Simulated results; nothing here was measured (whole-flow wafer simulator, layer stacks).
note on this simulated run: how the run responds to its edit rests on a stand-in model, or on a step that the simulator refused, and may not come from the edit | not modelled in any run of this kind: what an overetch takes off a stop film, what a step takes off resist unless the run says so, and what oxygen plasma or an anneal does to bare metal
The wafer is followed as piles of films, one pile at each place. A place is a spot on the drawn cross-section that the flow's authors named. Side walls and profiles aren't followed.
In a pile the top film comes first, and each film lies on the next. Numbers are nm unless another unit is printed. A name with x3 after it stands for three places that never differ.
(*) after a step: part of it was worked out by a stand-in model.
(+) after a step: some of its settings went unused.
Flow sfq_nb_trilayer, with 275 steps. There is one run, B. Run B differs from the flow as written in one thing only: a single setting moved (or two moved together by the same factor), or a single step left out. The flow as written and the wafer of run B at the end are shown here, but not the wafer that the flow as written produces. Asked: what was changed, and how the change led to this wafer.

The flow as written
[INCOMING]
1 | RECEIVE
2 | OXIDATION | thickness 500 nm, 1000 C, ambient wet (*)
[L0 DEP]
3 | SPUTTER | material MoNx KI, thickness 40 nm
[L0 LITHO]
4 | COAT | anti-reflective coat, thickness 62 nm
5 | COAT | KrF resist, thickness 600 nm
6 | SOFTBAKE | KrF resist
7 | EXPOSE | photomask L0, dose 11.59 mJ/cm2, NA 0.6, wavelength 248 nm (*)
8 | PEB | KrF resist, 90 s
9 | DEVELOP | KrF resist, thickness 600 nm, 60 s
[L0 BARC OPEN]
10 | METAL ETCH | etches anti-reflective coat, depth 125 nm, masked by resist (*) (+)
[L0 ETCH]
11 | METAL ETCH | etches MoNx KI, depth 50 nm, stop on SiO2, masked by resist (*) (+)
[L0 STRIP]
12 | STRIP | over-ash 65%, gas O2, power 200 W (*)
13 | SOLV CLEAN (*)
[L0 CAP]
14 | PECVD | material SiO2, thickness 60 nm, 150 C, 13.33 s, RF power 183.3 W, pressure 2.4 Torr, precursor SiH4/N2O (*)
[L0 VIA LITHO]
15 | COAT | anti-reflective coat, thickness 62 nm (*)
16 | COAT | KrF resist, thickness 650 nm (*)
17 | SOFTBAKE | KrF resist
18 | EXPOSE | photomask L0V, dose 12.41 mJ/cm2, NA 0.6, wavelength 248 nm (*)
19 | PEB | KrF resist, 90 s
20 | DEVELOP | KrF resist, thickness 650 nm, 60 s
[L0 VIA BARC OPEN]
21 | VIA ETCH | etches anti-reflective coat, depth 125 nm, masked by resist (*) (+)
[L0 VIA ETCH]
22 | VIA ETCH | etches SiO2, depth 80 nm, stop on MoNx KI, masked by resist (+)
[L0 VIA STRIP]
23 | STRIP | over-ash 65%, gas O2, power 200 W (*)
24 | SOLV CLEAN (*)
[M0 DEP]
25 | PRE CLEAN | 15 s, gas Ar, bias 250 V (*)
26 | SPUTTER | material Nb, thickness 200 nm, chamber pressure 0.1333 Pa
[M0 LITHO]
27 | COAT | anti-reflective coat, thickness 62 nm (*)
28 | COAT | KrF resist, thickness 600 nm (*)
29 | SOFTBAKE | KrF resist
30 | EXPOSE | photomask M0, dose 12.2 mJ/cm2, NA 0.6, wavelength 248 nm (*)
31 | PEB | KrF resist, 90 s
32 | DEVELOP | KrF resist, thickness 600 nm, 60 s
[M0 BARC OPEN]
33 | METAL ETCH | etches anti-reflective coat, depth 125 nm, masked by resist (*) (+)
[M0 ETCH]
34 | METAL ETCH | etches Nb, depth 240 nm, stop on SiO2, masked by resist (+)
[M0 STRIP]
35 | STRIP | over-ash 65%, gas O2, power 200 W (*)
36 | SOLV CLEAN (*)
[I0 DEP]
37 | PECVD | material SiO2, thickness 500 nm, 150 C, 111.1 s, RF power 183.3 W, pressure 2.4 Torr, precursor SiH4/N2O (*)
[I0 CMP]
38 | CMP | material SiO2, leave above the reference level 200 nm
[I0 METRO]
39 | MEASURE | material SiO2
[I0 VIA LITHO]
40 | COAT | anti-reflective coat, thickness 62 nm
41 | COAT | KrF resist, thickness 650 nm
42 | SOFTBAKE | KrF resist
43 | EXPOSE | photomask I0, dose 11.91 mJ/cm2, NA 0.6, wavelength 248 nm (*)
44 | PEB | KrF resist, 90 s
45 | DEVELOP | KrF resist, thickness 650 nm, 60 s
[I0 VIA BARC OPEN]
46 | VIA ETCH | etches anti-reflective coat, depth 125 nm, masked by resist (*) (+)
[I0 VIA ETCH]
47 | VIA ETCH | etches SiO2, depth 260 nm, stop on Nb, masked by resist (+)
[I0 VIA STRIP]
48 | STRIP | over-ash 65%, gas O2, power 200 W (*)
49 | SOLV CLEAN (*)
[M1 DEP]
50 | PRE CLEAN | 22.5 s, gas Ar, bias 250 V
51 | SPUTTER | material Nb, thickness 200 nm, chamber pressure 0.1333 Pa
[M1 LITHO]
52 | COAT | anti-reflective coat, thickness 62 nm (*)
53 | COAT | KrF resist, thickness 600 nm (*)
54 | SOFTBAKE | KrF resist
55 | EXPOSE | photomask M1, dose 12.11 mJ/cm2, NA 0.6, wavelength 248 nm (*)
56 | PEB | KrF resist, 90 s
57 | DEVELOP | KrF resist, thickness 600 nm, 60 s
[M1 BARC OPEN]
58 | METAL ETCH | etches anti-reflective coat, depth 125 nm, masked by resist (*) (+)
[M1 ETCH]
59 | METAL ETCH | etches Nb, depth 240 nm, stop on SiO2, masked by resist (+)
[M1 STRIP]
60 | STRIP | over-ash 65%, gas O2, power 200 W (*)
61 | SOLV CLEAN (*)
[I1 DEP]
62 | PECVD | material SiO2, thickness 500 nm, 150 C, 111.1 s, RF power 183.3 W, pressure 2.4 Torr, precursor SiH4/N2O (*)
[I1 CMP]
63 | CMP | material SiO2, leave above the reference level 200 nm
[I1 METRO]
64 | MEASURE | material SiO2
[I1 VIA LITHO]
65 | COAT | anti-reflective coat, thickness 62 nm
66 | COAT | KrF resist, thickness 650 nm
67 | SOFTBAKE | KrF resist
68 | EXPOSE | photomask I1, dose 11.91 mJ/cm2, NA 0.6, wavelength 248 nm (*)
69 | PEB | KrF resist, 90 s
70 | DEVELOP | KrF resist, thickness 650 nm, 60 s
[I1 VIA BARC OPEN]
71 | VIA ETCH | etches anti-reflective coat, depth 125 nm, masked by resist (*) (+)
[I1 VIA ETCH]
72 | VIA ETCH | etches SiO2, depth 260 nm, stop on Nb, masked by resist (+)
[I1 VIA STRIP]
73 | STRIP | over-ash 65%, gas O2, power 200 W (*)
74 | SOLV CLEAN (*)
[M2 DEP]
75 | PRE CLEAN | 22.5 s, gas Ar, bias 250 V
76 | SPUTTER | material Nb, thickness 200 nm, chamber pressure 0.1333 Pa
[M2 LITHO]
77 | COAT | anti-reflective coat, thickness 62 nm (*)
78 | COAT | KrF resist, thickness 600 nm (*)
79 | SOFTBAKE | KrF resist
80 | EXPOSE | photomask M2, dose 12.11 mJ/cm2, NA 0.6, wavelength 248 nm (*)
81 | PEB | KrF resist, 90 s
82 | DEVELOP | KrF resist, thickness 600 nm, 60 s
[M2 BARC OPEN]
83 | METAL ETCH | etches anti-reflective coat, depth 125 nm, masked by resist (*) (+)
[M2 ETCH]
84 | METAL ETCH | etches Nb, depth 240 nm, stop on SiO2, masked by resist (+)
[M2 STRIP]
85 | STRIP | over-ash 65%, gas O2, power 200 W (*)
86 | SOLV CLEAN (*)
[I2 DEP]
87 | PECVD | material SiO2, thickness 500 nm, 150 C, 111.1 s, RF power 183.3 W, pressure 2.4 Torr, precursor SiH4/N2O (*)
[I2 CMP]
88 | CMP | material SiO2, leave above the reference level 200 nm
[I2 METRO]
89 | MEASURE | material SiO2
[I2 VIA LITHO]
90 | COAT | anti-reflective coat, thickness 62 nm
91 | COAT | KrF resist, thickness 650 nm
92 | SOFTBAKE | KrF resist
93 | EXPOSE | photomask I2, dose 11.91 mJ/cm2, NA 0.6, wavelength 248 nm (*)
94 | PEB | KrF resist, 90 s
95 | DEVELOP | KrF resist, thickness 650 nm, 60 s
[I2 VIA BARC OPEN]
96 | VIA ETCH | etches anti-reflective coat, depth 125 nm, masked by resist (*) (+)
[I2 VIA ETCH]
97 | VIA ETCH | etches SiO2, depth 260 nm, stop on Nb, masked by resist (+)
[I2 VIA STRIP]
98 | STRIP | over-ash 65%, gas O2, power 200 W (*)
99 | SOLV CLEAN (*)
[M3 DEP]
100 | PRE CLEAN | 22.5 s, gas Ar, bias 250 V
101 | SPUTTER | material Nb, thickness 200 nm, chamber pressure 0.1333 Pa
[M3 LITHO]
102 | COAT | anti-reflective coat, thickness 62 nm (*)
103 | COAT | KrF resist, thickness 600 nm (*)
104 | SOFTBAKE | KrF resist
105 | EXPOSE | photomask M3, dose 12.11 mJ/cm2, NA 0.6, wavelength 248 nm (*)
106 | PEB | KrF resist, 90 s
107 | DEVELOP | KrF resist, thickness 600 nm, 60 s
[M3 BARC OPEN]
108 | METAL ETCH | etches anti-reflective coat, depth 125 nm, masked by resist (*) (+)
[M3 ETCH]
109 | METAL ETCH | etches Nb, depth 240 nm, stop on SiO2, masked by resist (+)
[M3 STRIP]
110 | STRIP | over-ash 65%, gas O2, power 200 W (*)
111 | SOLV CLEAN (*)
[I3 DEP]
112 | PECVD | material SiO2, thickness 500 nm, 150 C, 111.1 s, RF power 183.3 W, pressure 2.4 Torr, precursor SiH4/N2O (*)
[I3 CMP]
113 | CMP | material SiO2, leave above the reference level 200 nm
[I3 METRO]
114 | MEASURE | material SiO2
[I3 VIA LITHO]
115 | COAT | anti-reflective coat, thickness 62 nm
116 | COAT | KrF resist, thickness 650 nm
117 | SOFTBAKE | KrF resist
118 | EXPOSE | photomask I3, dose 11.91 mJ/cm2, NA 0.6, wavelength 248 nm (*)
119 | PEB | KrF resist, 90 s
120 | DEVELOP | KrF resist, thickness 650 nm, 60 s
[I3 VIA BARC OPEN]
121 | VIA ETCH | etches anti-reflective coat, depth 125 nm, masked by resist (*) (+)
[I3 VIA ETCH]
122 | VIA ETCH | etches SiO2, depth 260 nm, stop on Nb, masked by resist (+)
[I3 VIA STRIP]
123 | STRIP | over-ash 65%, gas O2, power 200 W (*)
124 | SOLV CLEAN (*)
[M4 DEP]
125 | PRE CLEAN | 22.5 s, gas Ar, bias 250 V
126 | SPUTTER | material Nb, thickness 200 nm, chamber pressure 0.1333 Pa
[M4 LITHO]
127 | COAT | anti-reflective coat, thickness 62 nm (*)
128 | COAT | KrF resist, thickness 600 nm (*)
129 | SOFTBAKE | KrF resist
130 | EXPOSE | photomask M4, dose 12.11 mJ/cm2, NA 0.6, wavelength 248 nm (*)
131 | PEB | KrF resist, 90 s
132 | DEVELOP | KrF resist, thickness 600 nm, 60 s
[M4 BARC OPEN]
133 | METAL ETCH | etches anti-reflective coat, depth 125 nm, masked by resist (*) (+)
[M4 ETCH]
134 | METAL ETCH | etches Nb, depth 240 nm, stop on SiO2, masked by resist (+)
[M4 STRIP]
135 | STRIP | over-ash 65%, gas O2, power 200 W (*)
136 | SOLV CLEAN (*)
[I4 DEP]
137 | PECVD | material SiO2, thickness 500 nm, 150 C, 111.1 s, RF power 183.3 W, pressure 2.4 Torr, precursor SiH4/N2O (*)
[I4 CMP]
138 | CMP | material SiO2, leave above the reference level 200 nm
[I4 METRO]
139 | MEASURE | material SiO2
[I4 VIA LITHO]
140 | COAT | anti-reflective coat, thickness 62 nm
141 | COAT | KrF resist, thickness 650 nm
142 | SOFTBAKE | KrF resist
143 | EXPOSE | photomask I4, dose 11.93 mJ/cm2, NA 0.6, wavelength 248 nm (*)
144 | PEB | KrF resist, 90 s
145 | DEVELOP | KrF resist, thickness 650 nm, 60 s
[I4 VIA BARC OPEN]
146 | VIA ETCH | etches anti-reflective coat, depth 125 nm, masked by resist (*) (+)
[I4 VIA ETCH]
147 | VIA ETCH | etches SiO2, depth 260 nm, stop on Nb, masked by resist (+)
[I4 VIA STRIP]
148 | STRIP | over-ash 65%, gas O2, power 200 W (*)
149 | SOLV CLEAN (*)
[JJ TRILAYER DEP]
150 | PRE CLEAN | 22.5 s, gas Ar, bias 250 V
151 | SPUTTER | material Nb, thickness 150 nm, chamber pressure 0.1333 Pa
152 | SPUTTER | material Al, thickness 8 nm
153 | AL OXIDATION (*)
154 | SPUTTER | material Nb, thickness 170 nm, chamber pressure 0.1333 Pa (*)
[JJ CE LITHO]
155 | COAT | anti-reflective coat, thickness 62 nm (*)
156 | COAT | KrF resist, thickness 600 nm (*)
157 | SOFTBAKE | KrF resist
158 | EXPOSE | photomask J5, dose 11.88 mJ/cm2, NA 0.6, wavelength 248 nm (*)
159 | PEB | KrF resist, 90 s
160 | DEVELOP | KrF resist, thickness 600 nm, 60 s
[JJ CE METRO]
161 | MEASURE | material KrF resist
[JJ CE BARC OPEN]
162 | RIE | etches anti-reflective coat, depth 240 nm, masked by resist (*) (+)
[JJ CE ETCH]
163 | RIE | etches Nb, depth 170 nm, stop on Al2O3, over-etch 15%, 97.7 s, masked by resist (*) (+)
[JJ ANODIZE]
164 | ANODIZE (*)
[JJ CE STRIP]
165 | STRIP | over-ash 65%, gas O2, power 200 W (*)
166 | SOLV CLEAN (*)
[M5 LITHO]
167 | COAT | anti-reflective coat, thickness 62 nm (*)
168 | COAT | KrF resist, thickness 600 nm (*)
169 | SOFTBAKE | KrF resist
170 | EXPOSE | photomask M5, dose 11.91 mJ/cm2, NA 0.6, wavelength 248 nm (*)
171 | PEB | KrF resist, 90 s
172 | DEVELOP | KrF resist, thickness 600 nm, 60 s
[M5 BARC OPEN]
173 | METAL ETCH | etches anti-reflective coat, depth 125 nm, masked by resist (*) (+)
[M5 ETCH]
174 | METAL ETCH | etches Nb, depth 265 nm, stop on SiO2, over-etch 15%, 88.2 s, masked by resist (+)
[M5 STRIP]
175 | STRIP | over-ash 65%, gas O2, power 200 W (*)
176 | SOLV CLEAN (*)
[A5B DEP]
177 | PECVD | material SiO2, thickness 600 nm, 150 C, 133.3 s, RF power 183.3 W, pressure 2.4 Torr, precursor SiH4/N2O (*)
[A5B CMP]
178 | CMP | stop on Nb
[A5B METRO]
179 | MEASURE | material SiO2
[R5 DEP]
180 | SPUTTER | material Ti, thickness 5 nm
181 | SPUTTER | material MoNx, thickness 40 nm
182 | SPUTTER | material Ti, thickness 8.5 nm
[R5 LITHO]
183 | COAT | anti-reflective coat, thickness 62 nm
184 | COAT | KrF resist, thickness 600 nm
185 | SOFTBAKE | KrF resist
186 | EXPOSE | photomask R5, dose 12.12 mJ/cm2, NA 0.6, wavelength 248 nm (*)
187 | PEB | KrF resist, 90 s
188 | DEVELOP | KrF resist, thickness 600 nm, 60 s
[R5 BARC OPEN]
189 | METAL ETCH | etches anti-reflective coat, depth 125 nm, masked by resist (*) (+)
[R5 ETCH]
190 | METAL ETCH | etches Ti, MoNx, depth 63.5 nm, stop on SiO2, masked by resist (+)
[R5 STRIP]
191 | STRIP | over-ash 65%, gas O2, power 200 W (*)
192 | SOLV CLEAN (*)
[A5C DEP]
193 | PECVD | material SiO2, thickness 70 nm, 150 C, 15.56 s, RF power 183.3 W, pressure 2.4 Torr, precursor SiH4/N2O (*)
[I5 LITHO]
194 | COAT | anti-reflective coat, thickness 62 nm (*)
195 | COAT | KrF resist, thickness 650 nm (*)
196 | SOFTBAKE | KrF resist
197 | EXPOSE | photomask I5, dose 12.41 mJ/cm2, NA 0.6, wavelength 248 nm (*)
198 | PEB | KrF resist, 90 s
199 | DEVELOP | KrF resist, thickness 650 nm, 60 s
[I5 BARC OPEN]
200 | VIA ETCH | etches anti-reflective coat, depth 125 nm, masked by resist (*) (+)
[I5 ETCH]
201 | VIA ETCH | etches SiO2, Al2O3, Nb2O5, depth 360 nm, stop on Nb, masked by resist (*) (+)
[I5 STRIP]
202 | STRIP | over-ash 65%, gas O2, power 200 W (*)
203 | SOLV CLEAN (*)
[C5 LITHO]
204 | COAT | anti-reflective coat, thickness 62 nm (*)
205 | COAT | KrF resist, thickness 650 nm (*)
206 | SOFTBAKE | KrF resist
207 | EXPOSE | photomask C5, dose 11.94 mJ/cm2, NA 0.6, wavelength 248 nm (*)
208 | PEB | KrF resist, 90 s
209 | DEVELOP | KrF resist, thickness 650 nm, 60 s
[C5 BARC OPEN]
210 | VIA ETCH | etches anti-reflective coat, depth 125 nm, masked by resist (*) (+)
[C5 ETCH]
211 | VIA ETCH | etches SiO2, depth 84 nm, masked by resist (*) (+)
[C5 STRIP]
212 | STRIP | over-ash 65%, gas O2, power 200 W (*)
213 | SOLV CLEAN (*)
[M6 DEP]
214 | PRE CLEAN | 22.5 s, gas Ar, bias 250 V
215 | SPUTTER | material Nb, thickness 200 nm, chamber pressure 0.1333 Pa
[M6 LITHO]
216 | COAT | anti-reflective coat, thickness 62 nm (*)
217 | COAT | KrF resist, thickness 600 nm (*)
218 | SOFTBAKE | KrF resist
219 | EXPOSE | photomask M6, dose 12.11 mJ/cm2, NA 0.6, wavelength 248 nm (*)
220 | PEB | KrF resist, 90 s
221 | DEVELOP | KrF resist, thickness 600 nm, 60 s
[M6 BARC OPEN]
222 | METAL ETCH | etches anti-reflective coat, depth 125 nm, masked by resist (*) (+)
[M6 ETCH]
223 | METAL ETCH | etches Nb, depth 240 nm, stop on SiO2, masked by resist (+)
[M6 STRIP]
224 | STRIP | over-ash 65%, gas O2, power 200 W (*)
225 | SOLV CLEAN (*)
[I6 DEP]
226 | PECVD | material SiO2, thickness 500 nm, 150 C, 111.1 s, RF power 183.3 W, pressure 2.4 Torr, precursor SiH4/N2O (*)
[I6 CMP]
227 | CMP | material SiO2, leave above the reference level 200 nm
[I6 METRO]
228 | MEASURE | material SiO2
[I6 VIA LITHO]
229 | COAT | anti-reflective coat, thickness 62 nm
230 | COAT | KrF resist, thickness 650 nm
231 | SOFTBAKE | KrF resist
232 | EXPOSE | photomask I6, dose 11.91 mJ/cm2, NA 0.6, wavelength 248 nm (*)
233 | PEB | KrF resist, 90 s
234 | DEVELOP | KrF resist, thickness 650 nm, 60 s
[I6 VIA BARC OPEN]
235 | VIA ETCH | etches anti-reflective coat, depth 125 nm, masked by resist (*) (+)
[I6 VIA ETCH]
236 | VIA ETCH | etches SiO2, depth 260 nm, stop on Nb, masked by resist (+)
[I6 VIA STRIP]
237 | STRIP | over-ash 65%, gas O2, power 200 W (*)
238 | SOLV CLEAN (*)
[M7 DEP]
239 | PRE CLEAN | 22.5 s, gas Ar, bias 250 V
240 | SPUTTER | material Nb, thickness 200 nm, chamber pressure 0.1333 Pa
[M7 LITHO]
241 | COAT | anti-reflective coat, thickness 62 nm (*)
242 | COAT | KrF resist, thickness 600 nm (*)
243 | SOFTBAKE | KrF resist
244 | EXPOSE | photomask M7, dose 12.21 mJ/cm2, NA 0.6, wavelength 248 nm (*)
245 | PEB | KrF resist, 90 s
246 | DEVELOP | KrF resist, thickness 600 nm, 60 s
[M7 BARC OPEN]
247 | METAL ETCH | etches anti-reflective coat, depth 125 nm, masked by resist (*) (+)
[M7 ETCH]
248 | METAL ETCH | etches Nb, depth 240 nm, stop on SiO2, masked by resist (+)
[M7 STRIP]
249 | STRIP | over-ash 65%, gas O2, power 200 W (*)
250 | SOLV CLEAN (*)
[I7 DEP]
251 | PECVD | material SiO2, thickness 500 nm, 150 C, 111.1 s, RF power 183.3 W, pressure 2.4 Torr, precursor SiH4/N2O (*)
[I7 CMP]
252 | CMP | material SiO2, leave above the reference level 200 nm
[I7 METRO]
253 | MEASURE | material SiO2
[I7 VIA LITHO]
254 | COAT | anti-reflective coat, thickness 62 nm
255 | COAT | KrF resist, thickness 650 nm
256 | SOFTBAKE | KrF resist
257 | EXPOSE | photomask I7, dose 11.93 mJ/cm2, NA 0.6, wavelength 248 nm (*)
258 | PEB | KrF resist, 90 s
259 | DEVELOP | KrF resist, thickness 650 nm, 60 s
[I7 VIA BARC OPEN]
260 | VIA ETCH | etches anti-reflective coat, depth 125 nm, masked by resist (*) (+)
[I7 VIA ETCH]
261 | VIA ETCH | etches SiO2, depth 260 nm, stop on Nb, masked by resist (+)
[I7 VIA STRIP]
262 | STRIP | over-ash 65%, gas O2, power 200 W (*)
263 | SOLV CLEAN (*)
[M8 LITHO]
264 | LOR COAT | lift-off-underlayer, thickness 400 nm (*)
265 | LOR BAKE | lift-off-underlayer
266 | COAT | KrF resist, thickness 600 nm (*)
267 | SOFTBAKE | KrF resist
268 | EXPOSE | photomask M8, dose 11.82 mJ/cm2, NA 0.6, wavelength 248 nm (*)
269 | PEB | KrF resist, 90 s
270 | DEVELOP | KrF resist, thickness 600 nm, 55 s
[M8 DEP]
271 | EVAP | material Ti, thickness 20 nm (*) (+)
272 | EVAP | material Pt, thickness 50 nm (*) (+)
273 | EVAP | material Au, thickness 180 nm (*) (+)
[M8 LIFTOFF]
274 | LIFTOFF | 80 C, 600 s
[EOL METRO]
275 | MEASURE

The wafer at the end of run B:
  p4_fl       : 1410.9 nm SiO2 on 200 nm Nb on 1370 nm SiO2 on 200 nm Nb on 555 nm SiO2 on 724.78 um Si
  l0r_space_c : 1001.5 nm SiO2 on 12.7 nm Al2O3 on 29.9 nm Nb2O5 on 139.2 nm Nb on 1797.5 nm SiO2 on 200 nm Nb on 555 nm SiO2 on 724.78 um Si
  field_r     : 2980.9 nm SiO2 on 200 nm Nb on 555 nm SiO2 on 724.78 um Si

What caused this: step 138, CMP: leave above the reference level 235 nm was run, though the flow has leave above the reference level 200 nm.

Step by step, how the change led to this:
  138 | CMP | material SiO2, leave above the reference level 200 nm
      field_l, be, be_sur and 55 more: -65 SiO2 (it would be, as written: -100 SiO2)
      v_sur, via_wl, via_w and 35 more: -265 SiO2 (it would be, as written: -300 SiO2)
      (also at 10 further places)
  147 | VIA ETCH | etches SiO2, depth 260 nm, stop on Nb, masked by resist (+)
      via_wl, via_w, via_wr: -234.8 SiO2 (all of it) (it would be, as written: -199.8 SiO2 (all of it))
  151 | SPUTTER | material Nb, thickness 150 nm, chamber pressure 0.1333 Pa
      via_wl, via_w, via_wr: +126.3 Nb (it would be, as written: +130.4 Nb)
  154 | SPUTTER | material Nb, thickness 170 nm, chamber pressure 0.1333 Pa (*)
      via_wl, via_wr: +134.6 Nb (new film) (it would be, as written: +140.7 Nb (new film))
      via_w: +134.9 Nb (new film) (it would be, as written: +141 Nb (new film))
  155 | COAT | anti-reflective coat, thickness 62 nm (*)
      via_wl, via_wr: +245 anti-reflective coat (new film) (it would be, as written: +209.4 anti-reflective coat (new film))
      v_sur: +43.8 anti-reflective coat (new film) (it would be, as written: +45.1 anti-reflective coat (new film))
      (also at 1 further place)
  156 | COAT | KrF resist, thickness 600 nm (*)
      via_w: +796 KrF resist (new film) (it would be, as written: +763.8 KrF resist (new film))
  160 | DEVELOP | KrF resist, thickness 600 nm, 60 s
      via_w: -794.3 KrF resist (all of it) (it would be, as written: -762.1 KrF resist (all of it))
  162 | RIE | etches anti-reflective coat, depth 240 nm, masked by resist (*) (+)
      via_wl, via_wr: -240 anti-reflective coat (it would be, as written: -209.4 anti-reflective coat (all of it))
      ce_l, c5j, ce_r, wl_jj: -240 KrF resist (it would be, as written: -209.4 KrF resist)
      (also at 2 further places)
  163 | RIE | etches Nb, depth 170 nm, stop on Al2O3, over-etch 15%, 97.7 s, masked by resist (*) (+)
      via_wl, via_wr: -5.01 anti-reflective coat (all of it), -134.6 Nb (all of it), -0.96 Al2O3 (all of it) (it would be, as written: -140.7 Nb (all of it), -0.96 Al2O3 (all of it))
      via_w: -134.9 Nb (all of it), -0.96 Al2O3 (all of it) (it would be, as written: -141 Nb (all of it), -0.96 Al2O3 (all of it))
  164 | ANODIZE (*)
      via_w: +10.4 Al2O3 (new film), +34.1 Nb2O5 (new film), -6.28 Al (all of it), -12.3 Nb (it would be, as written: +10.8 Al2O3 (new film), +33.3 Nb2O5 (new film), -6.54 Al (all of it), -12 Nb)
  165 | STRIP | over-ash 65%, gas O2, power 200 W (*)
      ce_l: -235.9 KrF resist (all of it), -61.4 anti-reflective coat (all of it) (it would be, as written: -266.8 KrF resist (all of it), -61.4 anti-reflective coat (all of it))
      c5j: -236 KrF resist (all of it), -61.4 anti-reflective coat (all of it) (it would be, as written: -266.9 KrF resist (all of it), -61.5 anti-reflective coat (all of it))
      (also at 2 further places)
  167 | COAT | anti-reflective coat, thickness 62 nm (*)
      v_sur: +43.8 anti-reflective coat (new film) (it would be, as written: +44.9 anti-reflective coat (new film))
      via_wl: +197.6 anti-reflective coat (new film) (it would be, as written: +170.5 anti-reflective coat (new film))
      (also at 3 further places)
  168 | COAT | KrF resist, thickness 600 nm (*)
      via_w: +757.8 KrF resist (new film) (it would be, as written: +732.6 KrF resist (new film))
  175 | STRIP | over-ash 65%, gas O2, power 200 W (*)
      v_sur: -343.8 KrF resist (all of it), -43.8 anti-reflective coat (all of it) (it would be, as written: -349.2 KrF resist (all of it), -44.9 anti-reflective coat (all of it))
      via_wl: -430 KrF resist (all of it), -197.6 anti-reflective coat (all of it) (it would be, as written: -427 KrF resist (all of it), -170.5 anti-reflective coat (all of it))
      (also at 3 further places)
  177 | PECVD | material SiO2, thickness 600 nm, 150 C, 133.3 s, RF power 183.3 W, pressure 2.4 Torr, precursor SiH4/N2O (*)
      via_wl, via_wr: +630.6 SiO2 (new film) (it would be, as written: +600 SiO2 (new film))
      via_w: +631 SiO2 (new film) (it would be, as written: +600 SiO2 (new film))
  178 | CMP | stop on Nb
      via_wl, via_wr: -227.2 SiO2 (it would be, as written: -235.7 SiO2)
      via_w: -227.2 SiO2 (it would be, as written: -235.2 SiO2)
